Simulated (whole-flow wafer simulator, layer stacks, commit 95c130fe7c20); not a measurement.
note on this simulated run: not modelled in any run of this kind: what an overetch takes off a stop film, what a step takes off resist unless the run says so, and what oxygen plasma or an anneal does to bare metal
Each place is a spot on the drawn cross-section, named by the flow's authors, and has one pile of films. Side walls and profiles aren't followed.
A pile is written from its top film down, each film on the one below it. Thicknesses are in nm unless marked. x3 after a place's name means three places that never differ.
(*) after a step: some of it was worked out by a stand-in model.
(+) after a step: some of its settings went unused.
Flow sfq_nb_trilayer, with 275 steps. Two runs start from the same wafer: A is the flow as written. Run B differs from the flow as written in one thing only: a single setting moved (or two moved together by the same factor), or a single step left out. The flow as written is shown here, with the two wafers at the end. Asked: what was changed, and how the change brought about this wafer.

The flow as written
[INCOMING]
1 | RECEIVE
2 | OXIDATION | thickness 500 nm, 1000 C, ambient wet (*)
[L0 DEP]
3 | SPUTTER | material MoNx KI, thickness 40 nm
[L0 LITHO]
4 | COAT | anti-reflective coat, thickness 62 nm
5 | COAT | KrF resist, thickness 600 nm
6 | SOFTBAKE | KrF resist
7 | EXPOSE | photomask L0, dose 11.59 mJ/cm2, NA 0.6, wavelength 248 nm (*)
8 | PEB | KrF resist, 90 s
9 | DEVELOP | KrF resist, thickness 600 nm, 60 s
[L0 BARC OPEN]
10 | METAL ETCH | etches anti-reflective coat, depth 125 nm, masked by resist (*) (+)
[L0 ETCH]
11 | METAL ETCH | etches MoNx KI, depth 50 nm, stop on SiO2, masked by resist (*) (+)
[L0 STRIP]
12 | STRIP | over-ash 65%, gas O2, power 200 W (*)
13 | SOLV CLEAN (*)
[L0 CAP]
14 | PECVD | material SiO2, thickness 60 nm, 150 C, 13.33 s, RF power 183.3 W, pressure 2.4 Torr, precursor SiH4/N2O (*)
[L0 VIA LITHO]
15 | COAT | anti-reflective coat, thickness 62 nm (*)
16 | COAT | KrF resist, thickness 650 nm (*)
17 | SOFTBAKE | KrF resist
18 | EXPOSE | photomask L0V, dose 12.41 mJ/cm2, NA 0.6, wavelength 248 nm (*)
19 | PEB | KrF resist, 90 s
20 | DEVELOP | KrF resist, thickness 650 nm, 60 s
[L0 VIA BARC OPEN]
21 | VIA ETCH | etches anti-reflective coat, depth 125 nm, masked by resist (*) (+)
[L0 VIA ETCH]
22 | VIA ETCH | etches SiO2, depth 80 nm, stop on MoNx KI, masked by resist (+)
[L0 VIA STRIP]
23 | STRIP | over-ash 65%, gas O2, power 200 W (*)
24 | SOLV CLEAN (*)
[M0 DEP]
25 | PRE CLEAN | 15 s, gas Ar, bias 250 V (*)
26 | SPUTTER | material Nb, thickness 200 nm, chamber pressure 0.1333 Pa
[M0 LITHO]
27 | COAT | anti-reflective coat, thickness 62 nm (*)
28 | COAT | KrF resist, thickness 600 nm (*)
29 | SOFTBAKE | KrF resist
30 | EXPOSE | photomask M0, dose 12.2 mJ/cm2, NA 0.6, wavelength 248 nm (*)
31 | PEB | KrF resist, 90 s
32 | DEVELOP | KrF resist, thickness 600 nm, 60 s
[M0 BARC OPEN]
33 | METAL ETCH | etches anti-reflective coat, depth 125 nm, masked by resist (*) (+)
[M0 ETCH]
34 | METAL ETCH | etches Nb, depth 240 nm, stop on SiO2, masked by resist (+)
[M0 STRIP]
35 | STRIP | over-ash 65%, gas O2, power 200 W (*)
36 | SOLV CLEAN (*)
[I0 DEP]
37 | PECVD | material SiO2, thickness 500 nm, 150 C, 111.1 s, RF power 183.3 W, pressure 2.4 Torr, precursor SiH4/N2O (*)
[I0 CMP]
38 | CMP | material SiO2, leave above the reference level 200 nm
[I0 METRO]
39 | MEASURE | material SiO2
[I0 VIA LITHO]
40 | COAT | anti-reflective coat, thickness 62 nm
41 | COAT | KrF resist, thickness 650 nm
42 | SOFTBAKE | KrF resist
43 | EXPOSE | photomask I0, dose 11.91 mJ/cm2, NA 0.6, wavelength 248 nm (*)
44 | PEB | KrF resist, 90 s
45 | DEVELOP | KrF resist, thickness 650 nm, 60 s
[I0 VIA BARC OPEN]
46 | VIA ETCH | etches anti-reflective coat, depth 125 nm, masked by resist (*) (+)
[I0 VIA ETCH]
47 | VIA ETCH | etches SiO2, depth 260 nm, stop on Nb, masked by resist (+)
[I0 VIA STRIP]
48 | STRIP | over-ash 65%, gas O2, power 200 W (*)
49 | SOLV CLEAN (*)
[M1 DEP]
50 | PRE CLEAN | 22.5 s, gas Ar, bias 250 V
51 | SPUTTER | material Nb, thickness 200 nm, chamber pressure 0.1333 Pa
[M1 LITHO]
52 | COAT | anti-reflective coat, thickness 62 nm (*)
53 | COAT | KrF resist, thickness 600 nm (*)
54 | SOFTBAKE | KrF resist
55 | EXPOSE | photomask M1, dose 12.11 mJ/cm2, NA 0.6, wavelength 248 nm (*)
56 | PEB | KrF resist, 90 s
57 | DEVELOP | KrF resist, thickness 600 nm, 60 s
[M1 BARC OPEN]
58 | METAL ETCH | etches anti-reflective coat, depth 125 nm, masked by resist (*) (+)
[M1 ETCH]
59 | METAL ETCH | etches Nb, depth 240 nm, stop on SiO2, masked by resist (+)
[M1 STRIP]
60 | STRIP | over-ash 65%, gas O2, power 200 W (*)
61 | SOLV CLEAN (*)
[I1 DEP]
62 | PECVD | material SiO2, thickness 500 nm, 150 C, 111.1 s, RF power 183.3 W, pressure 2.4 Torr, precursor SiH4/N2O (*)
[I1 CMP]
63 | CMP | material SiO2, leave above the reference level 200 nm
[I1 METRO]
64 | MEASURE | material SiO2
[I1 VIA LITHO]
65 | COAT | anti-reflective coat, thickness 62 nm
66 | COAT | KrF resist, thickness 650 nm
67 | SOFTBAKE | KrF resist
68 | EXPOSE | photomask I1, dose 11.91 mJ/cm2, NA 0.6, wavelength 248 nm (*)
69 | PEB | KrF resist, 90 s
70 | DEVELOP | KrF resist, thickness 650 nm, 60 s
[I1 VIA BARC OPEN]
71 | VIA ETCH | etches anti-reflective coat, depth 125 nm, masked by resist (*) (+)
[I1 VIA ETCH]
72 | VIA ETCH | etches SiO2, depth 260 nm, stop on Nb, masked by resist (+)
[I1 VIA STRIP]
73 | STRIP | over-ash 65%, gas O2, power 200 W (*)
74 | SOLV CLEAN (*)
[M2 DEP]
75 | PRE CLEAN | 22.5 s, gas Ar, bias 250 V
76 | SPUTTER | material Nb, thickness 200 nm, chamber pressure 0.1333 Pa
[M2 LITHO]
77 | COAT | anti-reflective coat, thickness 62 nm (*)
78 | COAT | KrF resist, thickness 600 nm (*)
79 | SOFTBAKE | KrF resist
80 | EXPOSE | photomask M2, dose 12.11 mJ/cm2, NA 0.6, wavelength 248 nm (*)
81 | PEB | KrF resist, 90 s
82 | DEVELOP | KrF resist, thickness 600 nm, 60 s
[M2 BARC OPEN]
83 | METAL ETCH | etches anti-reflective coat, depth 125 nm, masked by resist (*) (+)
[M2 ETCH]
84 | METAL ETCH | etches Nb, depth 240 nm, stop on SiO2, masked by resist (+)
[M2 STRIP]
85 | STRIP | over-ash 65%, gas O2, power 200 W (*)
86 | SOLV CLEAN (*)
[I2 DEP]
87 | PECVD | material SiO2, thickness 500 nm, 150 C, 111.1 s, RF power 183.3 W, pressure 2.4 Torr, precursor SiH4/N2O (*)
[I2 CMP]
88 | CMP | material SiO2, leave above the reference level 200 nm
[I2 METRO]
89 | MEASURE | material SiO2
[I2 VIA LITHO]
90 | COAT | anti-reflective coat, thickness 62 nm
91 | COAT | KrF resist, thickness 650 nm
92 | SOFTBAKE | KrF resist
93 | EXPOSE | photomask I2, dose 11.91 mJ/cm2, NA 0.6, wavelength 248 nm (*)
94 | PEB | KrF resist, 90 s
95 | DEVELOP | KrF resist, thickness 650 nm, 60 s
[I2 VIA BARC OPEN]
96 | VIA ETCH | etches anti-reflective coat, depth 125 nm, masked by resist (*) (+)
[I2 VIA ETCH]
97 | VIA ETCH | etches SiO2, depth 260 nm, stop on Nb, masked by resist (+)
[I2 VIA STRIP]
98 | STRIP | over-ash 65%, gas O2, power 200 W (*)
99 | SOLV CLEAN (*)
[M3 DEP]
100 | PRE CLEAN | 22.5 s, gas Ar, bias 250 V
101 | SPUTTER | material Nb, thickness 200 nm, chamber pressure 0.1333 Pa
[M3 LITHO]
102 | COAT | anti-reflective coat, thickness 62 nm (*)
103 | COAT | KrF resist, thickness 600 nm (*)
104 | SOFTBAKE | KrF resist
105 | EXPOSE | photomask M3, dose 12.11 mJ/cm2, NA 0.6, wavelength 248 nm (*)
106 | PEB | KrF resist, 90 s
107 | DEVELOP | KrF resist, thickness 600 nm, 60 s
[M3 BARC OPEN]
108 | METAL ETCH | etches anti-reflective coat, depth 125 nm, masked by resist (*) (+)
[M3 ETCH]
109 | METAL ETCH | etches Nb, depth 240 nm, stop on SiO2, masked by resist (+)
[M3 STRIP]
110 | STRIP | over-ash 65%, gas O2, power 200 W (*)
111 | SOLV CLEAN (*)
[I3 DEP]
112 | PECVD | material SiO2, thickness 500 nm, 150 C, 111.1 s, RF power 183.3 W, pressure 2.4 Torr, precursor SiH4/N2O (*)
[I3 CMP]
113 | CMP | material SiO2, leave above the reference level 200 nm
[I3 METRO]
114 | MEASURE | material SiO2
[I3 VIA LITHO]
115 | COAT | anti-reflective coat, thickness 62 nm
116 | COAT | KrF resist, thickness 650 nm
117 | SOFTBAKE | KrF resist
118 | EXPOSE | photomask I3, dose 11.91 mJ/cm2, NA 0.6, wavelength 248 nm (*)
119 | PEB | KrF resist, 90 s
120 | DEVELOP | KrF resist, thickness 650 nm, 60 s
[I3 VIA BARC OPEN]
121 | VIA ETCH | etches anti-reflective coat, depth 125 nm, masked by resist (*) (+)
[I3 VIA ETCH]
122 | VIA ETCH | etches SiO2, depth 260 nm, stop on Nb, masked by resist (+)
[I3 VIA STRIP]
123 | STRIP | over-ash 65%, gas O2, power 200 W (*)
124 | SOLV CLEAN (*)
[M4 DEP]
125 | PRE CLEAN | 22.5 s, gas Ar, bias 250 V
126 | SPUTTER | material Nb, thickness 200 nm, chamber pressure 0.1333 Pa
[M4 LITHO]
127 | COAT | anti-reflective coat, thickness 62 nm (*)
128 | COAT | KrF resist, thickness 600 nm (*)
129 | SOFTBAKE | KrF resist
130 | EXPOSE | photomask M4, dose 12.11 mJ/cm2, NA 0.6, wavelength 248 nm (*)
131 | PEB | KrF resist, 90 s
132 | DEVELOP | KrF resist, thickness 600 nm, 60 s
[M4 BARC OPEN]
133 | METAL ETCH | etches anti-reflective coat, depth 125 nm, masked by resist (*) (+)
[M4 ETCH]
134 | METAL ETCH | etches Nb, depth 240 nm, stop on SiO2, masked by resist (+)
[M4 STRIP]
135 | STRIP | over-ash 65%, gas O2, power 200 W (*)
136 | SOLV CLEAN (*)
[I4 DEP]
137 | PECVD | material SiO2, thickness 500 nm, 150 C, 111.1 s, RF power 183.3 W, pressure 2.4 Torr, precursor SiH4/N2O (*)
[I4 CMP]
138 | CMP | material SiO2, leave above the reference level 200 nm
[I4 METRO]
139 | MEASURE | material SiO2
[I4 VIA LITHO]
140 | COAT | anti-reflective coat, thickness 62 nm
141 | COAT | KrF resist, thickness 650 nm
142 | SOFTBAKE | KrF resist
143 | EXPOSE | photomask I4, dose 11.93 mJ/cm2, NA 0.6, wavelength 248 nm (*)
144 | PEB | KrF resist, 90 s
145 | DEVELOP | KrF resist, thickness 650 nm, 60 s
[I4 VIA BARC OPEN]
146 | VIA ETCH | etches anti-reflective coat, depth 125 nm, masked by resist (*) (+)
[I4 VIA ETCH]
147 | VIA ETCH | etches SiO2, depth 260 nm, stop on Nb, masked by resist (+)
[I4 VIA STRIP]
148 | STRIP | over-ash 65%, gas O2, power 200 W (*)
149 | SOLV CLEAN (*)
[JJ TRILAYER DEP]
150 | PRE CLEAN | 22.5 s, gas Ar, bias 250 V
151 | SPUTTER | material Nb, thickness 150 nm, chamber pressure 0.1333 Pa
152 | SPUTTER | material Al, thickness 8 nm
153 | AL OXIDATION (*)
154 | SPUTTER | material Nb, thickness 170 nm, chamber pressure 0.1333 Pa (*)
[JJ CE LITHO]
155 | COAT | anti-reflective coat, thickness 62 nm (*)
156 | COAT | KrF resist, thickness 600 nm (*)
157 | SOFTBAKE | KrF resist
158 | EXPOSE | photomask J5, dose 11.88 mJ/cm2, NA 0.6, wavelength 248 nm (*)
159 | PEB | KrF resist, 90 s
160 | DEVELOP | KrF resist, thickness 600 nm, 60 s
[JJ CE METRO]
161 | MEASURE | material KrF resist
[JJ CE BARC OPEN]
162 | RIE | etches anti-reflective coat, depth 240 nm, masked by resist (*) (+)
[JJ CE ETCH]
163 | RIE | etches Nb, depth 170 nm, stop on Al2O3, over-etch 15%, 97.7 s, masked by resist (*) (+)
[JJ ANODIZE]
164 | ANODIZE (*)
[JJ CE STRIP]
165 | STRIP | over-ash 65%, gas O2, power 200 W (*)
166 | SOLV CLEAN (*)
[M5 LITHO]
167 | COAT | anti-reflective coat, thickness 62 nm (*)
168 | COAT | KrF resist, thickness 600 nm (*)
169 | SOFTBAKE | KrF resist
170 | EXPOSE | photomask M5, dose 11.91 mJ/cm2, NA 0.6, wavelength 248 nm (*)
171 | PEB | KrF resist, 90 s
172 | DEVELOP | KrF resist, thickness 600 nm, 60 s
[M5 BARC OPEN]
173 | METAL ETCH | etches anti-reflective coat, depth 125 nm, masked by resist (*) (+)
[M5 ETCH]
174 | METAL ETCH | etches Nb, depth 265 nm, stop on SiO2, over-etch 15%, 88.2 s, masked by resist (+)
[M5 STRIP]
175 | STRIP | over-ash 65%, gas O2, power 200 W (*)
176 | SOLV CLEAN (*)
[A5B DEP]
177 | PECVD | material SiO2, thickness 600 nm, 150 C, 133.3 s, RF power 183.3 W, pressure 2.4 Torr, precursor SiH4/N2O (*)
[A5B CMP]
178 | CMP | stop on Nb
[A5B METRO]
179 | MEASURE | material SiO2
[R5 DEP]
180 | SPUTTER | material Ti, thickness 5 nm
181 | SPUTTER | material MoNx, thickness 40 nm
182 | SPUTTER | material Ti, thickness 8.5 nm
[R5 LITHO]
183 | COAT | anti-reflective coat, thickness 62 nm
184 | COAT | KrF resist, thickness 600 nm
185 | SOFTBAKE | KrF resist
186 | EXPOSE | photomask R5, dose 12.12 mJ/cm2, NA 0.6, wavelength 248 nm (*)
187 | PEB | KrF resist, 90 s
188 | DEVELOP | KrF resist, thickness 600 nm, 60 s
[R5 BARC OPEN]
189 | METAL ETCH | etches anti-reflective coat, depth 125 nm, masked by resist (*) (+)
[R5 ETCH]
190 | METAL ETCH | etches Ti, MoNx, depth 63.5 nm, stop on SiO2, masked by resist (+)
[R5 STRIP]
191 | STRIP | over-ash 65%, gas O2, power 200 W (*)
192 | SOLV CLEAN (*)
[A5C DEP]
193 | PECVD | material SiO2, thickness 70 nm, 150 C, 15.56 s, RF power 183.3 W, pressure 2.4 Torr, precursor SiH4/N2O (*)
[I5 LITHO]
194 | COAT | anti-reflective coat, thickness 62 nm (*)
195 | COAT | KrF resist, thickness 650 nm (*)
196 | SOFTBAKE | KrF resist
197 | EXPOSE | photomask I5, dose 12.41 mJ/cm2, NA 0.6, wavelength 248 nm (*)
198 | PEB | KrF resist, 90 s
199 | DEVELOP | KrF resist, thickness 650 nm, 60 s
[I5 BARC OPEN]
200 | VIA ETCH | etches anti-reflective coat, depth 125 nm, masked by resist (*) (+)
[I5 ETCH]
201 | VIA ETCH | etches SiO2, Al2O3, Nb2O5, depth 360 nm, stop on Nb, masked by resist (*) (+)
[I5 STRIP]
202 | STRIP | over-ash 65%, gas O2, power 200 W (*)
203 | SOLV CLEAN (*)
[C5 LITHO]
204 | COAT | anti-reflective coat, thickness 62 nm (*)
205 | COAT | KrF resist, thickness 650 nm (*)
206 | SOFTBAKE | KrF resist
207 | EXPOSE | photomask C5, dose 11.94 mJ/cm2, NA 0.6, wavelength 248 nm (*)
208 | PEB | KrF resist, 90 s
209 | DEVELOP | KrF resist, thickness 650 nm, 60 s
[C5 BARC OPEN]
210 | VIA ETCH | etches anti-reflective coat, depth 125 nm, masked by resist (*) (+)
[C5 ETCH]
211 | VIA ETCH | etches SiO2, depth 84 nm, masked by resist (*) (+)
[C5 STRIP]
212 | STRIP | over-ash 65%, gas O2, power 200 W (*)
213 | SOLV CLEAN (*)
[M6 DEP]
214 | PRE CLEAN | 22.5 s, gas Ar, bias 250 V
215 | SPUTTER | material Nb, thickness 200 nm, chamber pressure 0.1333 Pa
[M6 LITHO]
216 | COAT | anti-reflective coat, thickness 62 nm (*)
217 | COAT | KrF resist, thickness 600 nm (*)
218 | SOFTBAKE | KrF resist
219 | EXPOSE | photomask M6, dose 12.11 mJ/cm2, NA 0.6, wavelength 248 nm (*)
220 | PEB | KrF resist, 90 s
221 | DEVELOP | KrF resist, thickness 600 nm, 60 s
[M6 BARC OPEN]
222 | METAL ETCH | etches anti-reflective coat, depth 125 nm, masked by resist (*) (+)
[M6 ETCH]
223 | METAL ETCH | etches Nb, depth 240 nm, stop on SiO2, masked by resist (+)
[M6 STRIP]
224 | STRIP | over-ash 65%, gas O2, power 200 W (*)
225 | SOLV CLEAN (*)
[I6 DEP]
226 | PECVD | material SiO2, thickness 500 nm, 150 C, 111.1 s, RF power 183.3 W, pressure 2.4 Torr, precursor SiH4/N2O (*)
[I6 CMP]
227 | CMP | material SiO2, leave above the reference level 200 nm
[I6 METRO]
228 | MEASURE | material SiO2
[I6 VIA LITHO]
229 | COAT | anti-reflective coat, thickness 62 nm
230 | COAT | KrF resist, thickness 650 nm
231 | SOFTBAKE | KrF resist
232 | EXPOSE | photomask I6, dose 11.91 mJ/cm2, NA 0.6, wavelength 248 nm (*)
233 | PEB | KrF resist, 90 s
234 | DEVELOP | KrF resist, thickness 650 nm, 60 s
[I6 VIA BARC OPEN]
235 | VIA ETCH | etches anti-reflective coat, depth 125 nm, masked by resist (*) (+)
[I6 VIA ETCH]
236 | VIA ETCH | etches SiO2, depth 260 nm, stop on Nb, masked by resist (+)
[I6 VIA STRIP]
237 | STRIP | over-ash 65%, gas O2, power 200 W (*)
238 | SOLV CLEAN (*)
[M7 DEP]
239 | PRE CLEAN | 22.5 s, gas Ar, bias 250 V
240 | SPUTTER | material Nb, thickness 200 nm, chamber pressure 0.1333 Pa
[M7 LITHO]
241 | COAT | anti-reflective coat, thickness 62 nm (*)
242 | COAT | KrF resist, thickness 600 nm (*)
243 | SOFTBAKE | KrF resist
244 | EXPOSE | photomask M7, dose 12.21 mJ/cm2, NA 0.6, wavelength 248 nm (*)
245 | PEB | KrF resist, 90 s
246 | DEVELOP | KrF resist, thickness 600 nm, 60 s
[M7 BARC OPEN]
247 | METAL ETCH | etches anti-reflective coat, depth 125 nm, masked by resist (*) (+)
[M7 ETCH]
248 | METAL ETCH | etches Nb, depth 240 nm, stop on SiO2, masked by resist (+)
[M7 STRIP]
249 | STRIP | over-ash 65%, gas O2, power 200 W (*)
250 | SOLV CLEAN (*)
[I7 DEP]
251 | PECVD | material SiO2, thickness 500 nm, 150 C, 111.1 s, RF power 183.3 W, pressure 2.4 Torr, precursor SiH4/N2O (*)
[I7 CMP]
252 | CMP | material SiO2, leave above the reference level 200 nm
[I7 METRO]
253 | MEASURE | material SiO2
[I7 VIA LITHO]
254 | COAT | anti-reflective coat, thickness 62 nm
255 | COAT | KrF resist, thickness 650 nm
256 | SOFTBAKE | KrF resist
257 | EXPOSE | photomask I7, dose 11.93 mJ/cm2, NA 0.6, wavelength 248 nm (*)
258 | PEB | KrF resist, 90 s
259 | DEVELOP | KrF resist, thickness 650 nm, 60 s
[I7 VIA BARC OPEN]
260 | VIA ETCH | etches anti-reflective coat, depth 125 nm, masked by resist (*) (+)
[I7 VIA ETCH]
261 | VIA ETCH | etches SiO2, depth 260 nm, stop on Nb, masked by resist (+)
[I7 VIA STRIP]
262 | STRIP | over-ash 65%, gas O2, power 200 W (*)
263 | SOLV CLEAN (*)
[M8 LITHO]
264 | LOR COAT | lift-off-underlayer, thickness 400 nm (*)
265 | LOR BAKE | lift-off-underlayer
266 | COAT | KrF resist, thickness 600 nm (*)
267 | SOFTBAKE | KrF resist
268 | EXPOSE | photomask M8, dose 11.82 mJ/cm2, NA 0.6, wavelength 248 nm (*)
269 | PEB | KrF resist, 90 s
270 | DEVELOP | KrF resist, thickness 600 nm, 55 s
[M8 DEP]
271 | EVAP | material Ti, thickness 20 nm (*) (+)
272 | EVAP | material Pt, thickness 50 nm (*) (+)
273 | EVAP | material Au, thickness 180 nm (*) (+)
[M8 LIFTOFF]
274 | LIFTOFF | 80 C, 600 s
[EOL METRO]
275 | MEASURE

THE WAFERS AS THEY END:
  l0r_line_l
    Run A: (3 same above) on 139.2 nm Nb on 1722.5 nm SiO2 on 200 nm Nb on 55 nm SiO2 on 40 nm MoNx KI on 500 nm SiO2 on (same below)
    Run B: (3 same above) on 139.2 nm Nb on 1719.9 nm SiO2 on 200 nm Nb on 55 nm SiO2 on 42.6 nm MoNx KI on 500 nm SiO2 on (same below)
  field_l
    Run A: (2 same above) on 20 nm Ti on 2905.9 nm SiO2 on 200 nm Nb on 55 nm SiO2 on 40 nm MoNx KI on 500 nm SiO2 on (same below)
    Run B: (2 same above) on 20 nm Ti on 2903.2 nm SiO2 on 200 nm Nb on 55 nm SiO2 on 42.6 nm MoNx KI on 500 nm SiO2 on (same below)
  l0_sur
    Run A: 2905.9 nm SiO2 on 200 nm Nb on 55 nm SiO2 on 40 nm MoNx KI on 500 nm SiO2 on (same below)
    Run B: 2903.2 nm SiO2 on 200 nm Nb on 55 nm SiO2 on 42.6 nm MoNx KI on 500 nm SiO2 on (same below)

What caused this: step 3, SPUTTER: thickness 42.64 nm was run, whereas the flow has thickness 40 nm.
One can read it off the wafer: l0r_line_l has MoNx KI 42.6, and step 3 as written asks for 40 nm.

The path from the change to this, step by step:
  3 | SPUTTER | material MoNx KI, thickness 40 nm
      field_l, v_sur, via_wl and 103 more: A +40 MoNx KI (new film) | B +42.6 MoNx KI (new film)
  11 | METAL ETCH | etches MoNx KI, depth 50 nm, stop on SiO2, masked by resist (*) (+)
      v_sur, via_wl, via_w and 97 more: A -40 MoNx KI (all of it) | B -42.6 MoNx KI (all of it)
